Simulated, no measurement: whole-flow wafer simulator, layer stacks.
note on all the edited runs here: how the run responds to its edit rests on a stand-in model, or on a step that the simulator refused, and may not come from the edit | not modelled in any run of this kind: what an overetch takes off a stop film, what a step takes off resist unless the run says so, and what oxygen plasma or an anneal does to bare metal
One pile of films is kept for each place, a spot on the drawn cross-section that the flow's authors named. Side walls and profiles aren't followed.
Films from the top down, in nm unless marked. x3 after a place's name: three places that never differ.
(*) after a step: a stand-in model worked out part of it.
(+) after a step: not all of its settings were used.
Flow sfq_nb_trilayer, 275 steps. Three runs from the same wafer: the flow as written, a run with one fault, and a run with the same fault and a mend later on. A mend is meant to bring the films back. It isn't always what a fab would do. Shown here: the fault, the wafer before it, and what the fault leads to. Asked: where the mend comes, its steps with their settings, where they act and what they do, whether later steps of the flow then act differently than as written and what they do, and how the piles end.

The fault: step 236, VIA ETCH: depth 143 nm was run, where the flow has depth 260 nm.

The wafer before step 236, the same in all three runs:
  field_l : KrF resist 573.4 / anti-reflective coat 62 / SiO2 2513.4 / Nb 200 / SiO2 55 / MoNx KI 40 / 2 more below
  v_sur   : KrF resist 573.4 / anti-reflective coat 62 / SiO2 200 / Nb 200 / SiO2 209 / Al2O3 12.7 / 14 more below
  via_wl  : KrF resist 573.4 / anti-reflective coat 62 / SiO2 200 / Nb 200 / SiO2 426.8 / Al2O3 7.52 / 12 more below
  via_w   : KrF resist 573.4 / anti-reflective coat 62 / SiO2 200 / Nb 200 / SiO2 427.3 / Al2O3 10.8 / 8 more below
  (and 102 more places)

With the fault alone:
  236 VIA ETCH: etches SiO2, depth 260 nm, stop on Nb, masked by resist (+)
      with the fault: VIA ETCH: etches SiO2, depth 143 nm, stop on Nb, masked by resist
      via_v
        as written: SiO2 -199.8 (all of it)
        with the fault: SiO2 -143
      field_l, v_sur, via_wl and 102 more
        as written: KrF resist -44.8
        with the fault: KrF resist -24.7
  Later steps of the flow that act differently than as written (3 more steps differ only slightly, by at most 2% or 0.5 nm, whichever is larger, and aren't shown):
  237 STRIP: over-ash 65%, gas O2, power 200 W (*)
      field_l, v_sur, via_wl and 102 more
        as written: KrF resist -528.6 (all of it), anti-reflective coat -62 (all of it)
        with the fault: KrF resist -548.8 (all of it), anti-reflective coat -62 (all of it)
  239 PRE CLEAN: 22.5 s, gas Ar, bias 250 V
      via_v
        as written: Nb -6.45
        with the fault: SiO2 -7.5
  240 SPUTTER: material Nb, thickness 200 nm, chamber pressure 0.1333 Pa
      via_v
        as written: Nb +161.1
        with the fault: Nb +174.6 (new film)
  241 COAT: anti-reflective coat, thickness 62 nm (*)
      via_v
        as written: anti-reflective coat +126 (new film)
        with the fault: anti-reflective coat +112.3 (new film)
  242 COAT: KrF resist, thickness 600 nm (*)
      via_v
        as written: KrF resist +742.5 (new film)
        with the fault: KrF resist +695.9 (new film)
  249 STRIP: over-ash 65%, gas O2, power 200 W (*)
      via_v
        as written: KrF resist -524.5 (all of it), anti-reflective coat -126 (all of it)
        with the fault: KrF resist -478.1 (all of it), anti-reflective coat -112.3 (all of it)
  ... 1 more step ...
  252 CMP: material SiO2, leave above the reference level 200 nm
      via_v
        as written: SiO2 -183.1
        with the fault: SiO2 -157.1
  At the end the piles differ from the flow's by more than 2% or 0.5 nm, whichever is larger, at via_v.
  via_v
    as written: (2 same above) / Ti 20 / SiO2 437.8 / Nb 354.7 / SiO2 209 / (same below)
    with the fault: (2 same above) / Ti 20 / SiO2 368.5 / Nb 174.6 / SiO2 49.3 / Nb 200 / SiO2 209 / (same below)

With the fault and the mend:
  The mend comes after step 237.
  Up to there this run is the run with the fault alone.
  237a COAT: anti-reflective coat, thickness 62 nm (*) (the flow's step 229 once more)
      p4_fl x3, p4_w1 x9, p4_g1 x2 and 63 more
        anti-reflective coat +62 (new film)
      r_sur, res, r_end and 9 more
        anti-reflective coat +61.8 (new film)
      c5j, ce_r, sp_r, be_r
        anti-reflective coat +61.7 (new film)
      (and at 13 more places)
  237b COAT: KrF resist, thickness 650 nm (*) (the flow's step 230 once more)
      p4_fl x3, p4_w1 x9, p4_g1 x2 and 63 more
        KrF resist +650 (new film)
      ln_m5, lsp_m, ln_m6, lsp_r, l0_sur, l0v
        KrF resist +649.7 (new film)
      r_end, moat, field_r, lsp_l
        KrF resist +649.6 (new film)
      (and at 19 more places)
  237c SOFTBAKE: KrF resist (the flow's step 231 once more)
      changes no film at any place that is followed
  237d EXPOSE: photomask I6, dose 11.91 mJ/cm2, NA 0.6, wavelength 248 nm (*) (the flow's step 232 once more)
      changes no film at any place that is followed
  237e PEB: KrF resist, 90 s (the flow's step 233 once more)
      ce_l, c5j, ce_r and 91 more
        KrF resist -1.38
      field_l, v_sur, via_wl and 8 more
        KrF resist -1.37
      via_v
        KrF resist -1.58
  237f DEVELOP: KrF resist, thickness 650 nm, 60 s (the flow's step 234 once more)
      field_l, v_sur, via_wl and 102 more
        KrF resist -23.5
      via_v
        KrF resist -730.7 (all of it)
  237g VIA ETCH: etches anti-reflective coat, depth 125 nm, masked by resist (+) (the flow's step 235 once more)
      field_l, v_sur, via_wl and 102 more
        KrF resist -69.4
      via_v
        anti-reflective coat -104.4 (all of it), SiO2 -0.1
  237h VIA ETCH: etches SiO2, depth 117 nm, stop on Nb, masked by resist (+) (the flow's step 236 once more, with other settings)
      field_l, v_sur, via_wl and 102 more
        KrF resist -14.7
      via_v
        SiO2 -56.7 (all of it)
  237i STRIP: over-ash 65%, gas O2, power 200 W (*) (the flow's step 237 once more)
      p4_fl x3, p4_w1 x9, p4_g1 x2 and 63 more
        KrF resist -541 (all of it), anti-reflective coat -62 (all of it)
      ln_m5, lsp_m, ln_m6, lsp_r, l0_sur, l0v
        KrF resist -540.7 (all of it), anti-reflective coat -61.8 (all of it)
      r_end, moat, field_r, lsp_l
        KrF resist -540.6 (all of it), anti-reflective coat -61.8 (all of it)
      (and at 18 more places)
  No later step of the flow acts differently than as written at any place that is followed.
  At the end the piles are the same as the flow's at every place that both follow.
